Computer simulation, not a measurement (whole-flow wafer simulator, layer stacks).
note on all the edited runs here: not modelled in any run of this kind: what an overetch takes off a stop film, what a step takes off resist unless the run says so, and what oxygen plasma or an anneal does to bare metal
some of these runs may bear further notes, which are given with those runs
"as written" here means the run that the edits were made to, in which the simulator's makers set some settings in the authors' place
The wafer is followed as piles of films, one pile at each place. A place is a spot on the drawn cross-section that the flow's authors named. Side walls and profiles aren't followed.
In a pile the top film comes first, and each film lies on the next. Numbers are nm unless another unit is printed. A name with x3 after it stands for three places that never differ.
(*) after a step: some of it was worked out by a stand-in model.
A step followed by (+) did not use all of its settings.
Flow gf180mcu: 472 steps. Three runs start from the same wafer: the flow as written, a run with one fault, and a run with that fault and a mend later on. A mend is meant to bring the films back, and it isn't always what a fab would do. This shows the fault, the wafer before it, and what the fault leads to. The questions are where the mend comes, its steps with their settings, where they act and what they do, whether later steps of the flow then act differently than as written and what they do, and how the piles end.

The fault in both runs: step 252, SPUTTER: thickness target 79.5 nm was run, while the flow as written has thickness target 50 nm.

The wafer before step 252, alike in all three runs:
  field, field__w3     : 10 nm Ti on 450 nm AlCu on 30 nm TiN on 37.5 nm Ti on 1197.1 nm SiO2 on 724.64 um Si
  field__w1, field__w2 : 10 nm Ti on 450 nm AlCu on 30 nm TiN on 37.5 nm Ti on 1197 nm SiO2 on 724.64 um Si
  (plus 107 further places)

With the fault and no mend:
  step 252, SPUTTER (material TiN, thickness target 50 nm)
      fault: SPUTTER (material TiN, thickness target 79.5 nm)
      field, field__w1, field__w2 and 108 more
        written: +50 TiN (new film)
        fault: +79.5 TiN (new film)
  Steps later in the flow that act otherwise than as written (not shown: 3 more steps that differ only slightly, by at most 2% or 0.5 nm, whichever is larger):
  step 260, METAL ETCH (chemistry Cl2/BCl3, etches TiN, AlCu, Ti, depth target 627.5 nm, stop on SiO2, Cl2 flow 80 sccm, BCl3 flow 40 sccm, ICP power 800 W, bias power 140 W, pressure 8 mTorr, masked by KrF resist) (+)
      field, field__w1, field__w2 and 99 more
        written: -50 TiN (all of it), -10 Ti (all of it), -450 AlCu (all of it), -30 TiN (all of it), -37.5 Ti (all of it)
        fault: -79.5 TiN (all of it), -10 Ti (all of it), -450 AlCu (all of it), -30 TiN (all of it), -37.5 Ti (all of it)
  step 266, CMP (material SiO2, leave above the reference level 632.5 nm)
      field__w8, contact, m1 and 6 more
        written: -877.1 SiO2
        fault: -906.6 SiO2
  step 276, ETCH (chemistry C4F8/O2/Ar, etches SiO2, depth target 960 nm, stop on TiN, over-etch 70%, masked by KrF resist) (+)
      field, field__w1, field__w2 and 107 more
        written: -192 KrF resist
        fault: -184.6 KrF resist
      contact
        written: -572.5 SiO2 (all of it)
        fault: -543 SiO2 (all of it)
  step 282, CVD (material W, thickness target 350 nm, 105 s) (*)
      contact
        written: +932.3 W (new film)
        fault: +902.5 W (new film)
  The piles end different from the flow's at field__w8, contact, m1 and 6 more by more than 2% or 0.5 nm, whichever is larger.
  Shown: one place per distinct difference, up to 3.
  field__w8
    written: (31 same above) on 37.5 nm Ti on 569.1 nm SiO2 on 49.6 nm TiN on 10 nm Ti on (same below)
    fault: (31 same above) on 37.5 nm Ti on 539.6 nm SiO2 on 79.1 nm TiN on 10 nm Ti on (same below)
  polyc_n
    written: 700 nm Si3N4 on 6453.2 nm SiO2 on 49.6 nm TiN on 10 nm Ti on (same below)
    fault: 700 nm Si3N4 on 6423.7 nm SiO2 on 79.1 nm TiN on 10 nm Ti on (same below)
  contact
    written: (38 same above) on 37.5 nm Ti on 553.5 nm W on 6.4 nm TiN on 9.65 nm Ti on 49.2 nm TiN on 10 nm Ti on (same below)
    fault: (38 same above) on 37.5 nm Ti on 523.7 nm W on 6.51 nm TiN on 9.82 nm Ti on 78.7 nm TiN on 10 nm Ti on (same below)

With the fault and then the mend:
  The mend stands after step 252.
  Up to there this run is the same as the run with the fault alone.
  step 252a, METAL ETCH (chemistry Cl2/BCl3, etches TiN, AlCu, Ti, depth target 29.5 nm, Cl2 flow 80 sccm, BCl3 flow 40 sccm, ICP power 800 W, bias power 140 W, pressure 8 mTorr)
      field, field__w1, field__w2 and 108 more
        -29.5 TiN
  None of the later steps of the flow acts differently than as written at any place that is followed.
  By the end, the piles equal the flow's at every place that both follow.
